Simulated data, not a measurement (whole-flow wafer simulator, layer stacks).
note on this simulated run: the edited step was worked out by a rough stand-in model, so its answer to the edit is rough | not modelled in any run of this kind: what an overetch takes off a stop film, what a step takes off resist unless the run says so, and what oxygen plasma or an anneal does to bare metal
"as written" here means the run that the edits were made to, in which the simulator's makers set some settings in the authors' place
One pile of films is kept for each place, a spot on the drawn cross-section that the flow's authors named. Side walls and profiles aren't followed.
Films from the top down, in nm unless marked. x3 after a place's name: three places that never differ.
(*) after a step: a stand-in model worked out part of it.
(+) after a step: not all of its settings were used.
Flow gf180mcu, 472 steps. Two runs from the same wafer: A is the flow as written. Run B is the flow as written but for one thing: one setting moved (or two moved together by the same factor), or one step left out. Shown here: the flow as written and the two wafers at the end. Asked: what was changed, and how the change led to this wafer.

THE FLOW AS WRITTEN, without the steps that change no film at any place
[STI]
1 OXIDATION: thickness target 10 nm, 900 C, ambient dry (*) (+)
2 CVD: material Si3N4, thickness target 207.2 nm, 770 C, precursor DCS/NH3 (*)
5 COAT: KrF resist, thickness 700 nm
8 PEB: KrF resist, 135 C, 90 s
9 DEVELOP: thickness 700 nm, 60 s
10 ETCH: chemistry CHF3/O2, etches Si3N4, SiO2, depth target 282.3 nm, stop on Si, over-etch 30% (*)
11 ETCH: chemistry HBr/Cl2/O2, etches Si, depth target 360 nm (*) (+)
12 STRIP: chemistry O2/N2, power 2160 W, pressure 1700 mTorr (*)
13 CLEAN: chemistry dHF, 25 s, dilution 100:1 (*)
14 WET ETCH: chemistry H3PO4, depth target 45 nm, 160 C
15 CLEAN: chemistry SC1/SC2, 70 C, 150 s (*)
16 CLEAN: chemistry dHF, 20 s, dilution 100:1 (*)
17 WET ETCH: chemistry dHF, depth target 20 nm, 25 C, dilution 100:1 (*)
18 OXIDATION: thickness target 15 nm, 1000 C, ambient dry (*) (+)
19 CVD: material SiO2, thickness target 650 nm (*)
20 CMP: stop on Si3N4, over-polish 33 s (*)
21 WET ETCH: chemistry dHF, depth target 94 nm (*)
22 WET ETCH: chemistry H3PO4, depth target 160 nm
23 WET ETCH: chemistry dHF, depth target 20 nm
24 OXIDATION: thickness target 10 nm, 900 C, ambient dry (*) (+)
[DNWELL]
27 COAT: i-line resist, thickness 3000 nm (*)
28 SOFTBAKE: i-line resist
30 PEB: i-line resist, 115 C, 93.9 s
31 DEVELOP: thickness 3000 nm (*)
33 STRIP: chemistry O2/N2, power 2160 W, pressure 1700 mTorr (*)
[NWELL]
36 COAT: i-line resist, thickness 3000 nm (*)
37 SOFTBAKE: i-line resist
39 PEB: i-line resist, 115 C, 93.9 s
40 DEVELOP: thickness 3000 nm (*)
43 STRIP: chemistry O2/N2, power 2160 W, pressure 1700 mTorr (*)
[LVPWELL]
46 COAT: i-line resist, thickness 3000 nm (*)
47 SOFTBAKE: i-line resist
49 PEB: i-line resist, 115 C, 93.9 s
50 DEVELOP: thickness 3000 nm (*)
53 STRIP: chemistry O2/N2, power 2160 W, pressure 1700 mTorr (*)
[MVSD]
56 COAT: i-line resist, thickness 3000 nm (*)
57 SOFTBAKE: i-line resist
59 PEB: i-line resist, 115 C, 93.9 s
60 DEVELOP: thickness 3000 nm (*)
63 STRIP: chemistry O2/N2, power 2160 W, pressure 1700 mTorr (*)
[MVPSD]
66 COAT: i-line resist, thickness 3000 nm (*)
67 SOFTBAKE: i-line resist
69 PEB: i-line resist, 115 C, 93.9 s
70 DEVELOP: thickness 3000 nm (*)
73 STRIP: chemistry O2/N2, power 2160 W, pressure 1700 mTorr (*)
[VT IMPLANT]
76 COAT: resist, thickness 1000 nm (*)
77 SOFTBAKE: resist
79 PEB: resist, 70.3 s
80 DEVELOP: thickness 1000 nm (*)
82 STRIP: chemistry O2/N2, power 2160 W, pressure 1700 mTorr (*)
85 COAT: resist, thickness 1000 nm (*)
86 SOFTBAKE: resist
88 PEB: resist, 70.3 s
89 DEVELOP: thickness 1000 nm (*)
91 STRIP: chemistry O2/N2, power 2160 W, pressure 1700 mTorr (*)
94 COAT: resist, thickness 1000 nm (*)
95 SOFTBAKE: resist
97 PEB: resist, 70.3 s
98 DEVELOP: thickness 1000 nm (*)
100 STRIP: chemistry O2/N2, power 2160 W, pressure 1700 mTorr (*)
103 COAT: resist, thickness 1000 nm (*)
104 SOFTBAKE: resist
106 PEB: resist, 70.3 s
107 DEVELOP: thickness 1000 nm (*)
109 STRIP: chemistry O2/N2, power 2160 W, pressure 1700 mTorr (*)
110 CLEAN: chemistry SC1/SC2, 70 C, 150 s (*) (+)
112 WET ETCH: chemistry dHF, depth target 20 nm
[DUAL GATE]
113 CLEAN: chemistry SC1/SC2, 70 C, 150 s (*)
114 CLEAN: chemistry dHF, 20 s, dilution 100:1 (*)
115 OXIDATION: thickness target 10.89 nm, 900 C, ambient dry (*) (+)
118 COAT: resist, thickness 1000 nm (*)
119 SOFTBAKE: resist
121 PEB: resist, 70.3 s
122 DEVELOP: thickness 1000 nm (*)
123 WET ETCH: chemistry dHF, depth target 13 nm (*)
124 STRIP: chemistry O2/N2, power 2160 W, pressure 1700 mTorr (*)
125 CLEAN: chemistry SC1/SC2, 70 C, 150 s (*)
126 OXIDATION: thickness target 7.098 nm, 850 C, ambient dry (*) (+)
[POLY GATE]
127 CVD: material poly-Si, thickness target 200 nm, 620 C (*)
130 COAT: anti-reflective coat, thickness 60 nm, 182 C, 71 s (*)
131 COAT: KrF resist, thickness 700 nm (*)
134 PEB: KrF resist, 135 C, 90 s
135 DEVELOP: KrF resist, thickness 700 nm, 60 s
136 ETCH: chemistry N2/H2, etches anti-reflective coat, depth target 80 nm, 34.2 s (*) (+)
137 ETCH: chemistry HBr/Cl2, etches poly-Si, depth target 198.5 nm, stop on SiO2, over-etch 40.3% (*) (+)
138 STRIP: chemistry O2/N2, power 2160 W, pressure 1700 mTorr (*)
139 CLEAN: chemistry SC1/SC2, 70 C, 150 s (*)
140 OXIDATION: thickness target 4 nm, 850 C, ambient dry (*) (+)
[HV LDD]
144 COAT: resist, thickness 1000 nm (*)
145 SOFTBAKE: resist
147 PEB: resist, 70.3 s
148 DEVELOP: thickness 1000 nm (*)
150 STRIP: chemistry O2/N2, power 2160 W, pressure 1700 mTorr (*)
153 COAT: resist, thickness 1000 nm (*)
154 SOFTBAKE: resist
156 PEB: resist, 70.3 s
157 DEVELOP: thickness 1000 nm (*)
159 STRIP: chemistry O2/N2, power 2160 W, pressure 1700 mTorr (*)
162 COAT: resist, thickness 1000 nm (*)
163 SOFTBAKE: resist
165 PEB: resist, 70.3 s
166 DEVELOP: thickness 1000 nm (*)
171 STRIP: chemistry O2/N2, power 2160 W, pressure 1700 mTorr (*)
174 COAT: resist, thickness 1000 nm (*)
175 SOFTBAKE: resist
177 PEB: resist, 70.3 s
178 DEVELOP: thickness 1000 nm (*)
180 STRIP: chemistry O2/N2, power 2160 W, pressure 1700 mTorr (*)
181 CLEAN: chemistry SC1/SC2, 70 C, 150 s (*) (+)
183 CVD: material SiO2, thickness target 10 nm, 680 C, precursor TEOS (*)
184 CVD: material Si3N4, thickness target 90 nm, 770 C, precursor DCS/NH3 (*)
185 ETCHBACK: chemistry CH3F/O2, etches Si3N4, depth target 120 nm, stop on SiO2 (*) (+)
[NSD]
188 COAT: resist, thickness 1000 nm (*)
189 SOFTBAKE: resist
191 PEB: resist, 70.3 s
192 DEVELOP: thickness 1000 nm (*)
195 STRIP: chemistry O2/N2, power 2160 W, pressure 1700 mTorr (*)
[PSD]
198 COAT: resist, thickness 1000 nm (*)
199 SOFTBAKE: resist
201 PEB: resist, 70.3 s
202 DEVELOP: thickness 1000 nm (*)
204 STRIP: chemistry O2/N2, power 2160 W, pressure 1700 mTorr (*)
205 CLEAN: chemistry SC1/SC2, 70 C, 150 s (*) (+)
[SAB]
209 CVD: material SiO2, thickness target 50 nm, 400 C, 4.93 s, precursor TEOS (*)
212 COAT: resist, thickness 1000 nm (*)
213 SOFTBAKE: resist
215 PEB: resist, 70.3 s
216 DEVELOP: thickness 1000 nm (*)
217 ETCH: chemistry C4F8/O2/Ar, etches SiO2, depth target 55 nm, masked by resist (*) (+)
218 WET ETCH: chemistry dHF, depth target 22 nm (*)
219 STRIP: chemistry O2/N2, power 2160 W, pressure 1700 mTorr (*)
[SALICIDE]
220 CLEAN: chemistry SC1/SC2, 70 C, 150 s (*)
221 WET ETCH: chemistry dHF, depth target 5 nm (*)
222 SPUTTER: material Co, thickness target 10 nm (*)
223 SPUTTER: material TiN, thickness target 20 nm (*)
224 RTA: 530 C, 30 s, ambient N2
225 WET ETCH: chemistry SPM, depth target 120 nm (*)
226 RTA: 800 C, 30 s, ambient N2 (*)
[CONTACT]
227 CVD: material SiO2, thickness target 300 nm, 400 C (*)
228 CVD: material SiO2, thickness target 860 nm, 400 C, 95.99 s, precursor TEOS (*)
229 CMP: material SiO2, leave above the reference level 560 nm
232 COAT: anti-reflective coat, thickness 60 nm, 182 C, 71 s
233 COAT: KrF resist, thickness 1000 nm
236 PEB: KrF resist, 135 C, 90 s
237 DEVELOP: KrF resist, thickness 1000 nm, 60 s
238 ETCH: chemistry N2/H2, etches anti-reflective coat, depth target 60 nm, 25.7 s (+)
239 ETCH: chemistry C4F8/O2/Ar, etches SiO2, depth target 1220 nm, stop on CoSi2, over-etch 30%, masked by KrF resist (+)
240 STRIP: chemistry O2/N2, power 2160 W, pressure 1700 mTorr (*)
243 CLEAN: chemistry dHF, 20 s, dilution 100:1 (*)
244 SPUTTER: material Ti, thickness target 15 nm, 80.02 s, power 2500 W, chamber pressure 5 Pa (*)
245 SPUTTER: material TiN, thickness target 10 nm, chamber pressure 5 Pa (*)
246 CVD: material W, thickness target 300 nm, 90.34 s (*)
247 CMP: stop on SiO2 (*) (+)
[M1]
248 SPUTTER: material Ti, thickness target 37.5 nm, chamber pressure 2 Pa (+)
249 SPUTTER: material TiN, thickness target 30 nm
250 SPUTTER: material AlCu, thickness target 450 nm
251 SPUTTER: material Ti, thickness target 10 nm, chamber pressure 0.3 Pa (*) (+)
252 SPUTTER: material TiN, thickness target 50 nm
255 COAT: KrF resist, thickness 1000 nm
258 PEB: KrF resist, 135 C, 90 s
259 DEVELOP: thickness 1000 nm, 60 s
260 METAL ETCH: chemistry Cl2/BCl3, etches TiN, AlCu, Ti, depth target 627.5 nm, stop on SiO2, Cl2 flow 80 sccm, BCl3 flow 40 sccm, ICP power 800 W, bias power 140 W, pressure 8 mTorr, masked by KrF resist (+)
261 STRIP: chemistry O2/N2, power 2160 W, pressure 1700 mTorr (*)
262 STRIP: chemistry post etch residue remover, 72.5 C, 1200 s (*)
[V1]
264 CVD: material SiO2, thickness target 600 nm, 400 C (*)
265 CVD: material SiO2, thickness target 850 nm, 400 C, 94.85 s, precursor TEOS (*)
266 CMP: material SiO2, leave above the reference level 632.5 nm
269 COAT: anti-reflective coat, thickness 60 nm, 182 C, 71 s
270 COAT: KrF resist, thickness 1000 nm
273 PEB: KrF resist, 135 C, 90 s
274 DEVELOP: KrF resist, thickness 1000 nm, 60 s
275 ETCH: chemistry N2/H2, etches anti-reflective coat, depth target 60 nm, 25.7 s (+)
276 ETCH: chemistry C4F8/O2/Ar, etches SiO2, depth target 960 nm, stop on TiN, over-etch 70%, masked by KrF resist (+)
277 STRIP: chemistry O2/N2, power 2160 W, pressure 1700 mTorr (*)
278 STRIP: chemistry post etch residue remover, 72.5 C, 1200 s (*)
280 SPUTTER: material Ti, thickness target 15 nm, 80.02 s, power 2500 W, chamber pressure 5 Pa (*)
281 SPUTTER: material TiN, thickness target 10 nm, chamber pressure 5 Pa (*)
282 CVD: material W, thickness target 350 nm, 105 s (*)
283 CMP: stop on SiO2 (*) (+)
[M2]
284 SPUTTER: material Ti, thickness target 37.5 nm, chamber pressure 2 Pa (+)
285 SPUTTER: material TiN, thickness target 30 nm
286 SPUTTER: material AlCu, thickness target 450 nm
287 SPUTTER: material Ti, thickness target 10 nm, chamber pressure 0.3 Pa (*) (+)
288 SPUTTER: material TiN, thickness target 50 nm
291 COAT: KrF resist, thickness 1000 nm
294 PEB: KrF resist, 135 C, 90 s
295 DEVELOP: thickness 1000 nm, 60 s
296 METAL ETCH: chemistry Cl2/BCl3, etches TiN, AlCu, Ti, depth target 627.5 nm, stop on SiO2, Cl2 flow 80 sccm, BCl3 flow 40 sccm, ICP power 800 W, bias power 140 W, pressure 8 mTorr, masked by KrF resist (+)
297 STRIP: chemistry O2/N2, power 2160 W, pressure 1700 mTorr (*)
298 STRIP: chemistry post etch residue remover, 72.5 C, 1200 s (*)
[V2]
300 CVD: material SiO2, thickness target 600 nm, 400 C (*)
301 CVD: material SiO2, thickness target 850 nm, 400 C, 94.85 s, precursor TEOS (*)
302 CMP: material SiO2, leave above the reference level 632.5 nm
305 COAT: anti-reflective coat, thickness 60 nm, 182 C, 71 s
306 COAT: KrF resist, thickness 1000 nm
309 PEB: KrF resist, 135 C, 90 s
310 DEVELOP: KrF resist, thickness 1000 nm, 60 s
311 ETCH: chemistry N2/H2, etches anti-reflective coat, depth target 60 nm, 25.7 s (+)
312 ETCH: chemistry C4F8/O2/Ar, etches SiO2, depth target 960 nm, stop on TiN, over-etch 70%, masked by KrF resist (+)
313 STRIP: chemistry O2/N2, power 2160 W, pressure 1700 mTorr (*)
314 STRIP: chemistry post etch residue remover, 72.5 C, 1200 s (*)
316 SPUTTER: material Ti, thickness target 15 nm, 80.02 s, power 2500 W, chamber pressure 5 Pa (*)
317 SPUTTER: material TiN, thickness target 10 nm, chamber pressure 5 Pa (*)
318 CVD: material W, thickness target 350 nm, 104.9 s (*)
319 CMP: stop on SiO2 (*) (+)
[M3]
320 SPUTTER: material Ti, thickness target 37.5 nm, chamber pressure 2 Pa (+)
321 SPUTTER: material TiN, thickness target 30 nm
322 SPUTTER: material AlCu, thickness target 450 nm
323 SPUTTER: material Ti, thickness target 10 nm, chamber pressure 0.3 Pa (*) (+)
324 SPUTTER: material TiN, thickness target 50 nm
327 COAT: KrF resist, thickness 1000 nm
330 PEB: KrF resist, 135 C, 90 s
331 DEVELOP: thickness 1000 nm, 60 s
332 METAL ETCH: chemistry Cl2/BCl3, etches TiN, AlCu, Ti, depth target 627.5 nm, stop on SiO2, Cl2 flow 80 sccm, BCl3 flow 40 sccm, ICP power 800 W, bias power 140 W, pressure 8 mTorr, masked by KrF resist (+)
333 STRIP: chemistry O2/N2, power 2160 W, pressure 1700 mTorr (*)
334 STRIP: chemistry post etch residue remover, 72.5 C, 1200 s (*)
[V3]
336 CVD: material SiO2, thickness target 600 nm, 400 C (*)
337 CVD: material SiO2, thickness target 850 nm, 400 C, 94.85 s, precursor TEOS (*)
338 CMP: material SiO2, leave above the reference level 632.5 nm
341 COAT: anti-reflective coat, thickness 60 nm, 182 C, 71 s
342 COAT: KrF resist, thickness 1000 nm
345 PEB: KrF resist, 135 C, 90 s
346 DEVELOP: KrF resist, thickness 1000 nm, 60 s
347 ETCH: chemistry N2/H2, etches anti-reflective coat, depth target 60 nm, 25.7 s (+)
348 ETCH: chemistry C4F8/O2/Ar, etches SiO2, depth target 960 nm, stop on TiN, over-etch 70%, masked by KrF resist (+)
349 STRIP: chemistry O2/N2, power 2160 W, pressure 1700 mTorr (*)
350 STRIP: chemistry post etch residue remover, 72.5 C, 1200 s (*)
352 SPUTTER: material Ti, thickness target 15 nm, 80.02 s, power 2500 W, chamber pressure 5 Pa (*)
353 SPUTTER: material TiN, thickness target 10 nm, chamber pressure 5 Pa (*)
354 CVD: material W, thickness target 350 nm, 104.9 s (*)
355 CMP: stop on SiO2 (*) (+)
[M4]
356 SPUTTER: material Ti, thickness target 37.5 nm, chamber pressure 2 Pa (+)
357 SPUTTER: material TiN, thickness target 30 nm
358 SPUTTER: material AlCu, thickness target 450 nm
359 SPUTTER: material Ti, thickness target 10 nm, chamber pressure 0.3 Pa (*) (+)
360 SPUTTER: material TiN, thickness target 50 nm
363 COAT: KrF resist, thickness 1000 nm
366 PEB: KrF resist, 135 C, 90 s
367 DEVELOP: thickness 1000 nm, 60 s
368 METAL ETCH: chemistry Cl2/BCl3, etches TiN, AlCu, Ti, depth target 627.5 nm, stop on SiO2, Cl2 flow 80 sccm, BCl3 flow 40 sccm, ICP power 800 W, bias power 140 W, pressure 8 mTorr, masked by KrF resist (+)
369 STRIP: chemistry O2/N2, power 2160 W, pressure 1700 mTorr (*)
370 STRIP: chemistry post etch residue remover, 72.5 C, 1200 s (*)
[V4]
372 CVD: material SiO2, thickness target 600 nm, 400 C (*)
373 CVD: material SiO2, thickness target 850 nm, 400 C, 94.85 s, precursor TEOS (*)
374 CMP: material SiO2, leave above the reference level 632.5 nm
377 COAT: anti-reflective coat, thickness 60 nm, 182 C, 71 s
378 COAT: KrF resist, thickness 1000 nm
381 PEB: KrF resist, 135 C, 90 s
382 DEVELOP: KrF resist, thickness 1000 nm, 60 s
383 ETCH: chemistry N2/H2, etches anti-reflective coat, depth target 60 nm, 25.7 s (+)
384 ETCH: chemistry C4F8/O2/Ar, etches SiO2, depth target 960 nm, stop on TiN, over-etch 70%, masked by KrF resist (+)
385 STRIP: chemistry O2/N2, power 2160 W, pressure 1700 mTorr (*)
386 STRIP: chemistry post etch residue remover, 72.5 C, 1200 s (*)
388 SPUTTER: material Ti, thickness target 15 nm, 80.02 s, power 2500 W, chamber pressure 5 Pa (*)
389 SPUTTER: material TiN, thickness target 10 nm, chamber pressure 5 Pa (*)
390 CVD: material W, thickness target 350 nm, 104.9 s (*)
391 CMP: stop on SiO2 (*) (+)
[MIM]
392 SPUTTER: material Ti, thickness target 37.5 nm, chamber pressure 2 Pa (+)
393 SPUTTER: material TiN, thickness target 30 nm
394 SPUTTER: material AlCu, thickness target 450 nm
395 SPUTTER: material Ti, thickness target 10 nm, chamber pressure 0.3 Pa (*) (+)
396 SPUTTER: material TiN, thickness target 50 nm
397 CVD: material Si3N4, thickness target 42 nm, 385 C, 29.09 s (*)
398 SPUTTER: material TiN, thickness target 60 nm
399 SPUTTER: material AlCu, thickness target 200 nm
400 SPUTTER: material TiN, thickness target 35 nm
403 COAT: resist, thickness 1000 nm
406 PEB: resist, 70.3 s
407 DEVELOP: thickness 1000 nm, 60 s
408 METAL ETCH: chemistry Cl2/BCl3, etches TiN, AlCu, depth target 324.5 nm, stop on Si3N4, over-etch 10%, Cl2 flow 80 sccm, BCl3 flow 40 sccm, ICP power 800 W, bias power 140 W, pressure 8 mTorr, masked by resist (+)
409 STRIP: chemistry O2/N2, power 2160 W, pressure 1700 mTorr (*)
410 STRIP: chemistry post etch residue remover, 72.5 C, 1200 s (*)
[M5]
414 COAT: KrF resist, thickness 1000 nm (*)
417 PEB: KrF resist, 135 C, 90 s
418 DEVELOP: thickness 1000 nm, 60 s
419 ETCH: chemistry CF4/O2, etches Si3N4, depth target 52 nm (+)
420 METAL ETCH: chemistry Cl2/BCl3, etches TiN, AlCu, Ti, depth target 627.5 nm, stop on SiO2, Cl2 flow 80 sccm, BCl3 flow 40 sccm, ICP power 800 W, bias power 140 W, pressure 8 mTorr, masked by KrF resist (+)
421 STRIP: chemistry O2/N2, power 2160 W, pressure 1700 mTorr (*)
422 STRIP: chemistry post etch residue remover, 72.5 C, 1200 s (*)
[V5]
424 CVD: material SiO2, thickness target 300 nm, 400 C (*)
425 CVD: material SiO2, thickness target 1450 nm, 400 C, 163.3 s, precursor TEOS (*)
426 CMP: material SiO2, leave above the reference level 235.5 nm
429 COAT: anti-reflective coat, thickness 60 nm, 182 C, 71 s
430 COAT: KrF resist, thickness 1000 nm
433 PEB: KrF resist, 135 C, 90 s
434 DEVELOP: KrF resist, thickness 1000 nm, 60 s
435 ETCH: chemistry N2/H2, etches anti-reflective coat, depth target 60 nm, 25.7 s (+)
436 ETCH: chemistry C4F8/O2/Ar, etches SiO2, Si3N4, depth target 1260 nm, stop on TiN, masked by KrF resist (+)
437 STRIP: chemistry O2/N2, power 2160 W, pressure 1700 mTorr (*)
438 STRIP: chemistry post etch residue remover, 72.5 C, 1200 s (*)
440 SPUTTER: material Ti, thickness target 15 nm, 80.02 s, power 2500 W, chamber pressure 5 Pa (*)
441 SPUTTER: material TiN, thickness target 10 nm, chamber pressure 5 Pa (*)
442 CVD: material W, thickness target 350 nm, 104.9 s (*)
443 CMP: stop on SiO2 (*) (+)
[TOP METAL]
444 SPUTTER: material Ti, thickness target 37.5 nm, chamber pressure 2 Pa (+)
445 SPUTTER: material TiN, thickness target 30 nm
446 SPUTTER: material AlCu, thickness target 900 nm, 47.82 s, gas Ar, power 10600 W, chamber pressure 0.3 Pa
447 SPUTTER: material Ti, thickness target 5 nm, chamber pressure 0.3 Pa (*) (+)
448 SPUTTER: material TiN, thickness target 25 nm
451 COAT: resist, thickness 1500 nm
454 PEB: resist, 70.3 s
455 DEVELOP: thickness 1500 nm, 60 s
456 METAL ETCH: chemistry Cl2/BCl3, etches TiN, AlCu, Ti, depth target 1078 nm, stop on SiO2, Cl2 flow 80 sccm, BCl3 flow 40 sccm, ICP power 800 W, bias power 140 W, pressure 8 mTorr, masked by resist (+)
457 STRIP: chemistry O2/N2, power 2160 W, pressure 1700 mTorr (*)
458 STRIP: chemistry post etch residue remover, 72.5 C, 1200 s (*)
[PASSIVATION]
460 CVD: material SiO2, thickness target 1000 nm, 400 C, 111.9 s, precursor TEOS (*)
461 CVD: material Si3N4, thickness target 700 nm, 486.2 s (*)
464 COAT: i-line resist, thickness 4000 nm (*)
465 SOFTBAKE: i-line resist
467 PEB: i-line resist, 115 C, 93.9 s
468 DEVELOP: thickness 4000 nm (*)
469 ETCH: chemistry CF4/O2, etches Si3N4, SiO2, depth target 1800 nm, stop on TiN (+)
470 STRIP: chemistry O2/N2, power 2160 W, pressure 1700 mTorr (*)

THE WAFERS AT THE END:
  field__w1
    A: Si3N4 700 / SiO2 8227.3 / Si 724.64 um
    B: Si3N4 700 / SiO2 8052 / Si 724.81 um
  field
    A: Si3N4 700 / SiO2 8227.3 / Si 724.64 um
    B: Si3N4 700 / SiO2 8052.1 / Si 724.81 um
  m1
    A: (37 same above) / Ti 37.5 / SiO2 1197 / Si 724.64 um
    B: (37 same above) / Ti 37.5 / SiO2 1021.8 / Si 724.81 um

The cause: step 11, ETCH: depth target 184 nm was run, where the flow has depth target 360 nm.

How the change led to this, step by step:
  11 ETCH: chemistry HBr/Cl2/O2, etches Si, depth target 360 nm (*) (+)
      active, n_well, p_well and 40 more: A KrF resist -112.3 | B KrF resist -53.7
      field, field_sub, sti and 34 more: A Si -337 | B Si -161
  12 STRIP: chemistry O2/N2, power 2160 W, pressure 1700 mTorr (*)
      active, n_well, p_well and 40 more: A KrF resist -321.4 (all of it) | B KrF resist -380.1 (all of it)
  19 CVD: material SiO2, thickness target 650 nm (*)
      m1, ld_fp_n, ld_drift_n and 8 more: A SiO2 +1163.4 | B SiO2 +987.4
  20 CMP: stop on Si3N4, over-polish 33 s (*)
      sti, mim_1p0, pad and 11 more: A SiO2 -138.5 | B SiO2 -314.5
      nw_enc_fld, nw_enc_fld_lv: A SiO2 -142.5 | B SiO2 -318.5
      (and at 10 more places)
  24 OXIDATION: thickness target 10 nm, 900 C, ambient dry (*) (+)
      sti, mim_1p0, pad and 17 more: A SiO2 +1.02, Si -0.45 | B SiO2 +1.55, Si -0.68
      field, mim, npoly_sal, nw_sep_fld: A SiO2 +1.04, Si -0.46 | B SiO2 +1.6, Si -0.7
      (and at 13 more places)
  115 OXIDATION: thickness target 10.89 nm, 900 C, ambient dry (*) (+)
      sti, mim_1p0, pad and 19 more: A SiO2 +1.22, Si -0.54 | B SiO2 +1.91, Si -0.84
      field, field__w1, field__w2 and 6 more: A SiO2 +1.25, Si -0.55 | B SiO2 +1.97, Si -0.87
      (and at 18 more places)
  189 SOFTBAKE: resist
      field__w9: A resist +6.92 | B resist -3.07
      active_hv: A resist +2.68 | B resist -0.5
      (and at 1 more place)
  199 SOFTBAKE: resist
      field__w9: A resist +6.92 | B resist -3.07
      active_hv: A resist +2.68 | B resist -0.5
      (and at 1 more place)
